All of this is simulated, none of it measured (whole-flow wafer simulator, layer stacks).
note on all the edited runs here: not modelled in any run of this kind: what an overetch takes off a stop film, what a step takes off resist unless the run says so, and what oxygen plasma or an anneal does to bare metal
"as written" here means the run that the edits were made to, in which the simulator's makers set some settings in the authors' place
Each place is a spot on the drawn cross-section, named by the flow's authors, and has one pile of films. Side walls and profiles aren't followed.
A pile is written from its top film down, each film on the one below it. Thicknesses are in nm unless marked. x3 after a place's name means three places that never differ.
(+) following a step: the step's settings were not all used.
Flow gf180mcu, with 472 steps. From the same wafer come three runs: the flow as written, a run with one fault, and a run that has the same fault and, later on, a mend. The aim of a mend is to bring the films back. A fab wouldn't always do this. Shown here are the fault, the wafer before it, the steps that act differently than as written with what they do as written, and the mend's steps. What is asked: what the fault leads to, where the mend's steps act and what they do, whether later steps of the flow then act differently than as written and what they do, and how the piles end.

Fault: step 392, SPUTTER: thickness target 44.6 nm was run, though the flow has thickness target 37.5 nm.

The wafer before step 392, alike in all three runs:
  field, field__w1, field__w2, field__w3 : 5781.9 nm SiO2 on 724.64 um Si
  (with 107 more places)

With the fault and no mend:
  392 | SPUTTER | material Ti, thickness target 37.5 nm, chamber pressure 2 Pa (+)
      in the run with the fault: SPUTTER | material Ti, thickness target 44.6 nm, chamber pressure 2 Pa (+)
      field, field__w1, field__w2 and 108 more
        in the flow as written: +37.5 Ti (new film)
        in the run with the fault: +44.6 Ti (new film)
  Later steps of the flow acting differently than as written (not shown: 1 more step that differs only slightly, by at most 2% or 0.5 nm, whichever is larger):
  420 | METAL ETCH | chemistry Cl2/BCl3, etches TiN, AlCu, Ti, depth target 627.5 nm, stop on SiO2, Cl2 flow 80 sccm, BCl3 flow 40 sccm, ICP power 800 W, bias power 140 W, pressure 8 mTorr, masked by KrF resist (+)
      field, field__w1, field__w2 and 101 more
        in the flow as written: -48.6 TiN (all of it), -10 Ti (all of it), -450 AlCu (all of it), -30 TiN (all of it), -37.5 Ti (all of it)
        in the run with the fault: -48.6 TiN (all of it), -10 Ti (all of it), -450 AlCu (all of it), -30 TiN (all of it), -44.6 Ti (all of it)
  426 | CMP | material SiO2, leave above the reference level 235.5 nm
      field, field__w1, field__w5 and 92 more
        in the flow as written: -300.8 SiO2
        in the run with the fault: -293.7 SiO2
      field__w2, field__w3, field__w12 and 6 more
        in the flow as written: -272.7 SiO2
        in the run with the fault: -265.2 SiO2
  The piles end different from the flow's at field__w4, field__w8, contact, m1, m1__w1, mim, mim_1p0, m1_nw by more than 2% or 0.5 nm, whichever is larger.
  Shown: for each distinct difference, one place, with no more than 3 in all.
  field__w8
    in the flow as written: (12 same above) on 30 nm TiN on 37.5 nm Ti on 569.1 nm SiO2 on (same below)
    in the run with the fault: (12 same above) on 30 nm TiN on 44.6 nm Ti on 569.1 nm SiO2 on (same below)
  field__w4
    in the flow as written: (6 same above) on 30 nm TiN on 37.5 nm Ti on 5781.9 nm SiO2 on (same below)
    in the run with the fault: (6 same above) on 30 nm TiN on 44.6 nm Ti on 5781.9 nm SiO2 on (same below)
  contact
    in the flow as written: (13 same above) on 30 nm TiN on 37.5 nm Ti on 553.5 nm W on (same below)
    in the run with the fault: (13 same above) on 30 nm TiN on 44.6 nm Ti on 553.5 nm W on (same below)

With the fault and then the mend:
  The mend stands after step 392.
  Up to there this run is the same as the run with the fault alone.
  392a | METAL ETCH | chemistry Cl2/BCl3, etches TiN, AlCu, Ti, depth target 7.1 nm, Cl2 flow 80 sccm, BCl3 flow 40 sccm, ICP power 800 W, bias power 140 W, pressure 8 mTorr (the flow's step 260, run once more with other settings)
      field, field__w1, field__w2 and 108 more
        -7.1 Ti
  None of the later steps of the flow acts differently than as written at any place that is followed.
  The piles end the same as the flow's at every place that both follow.
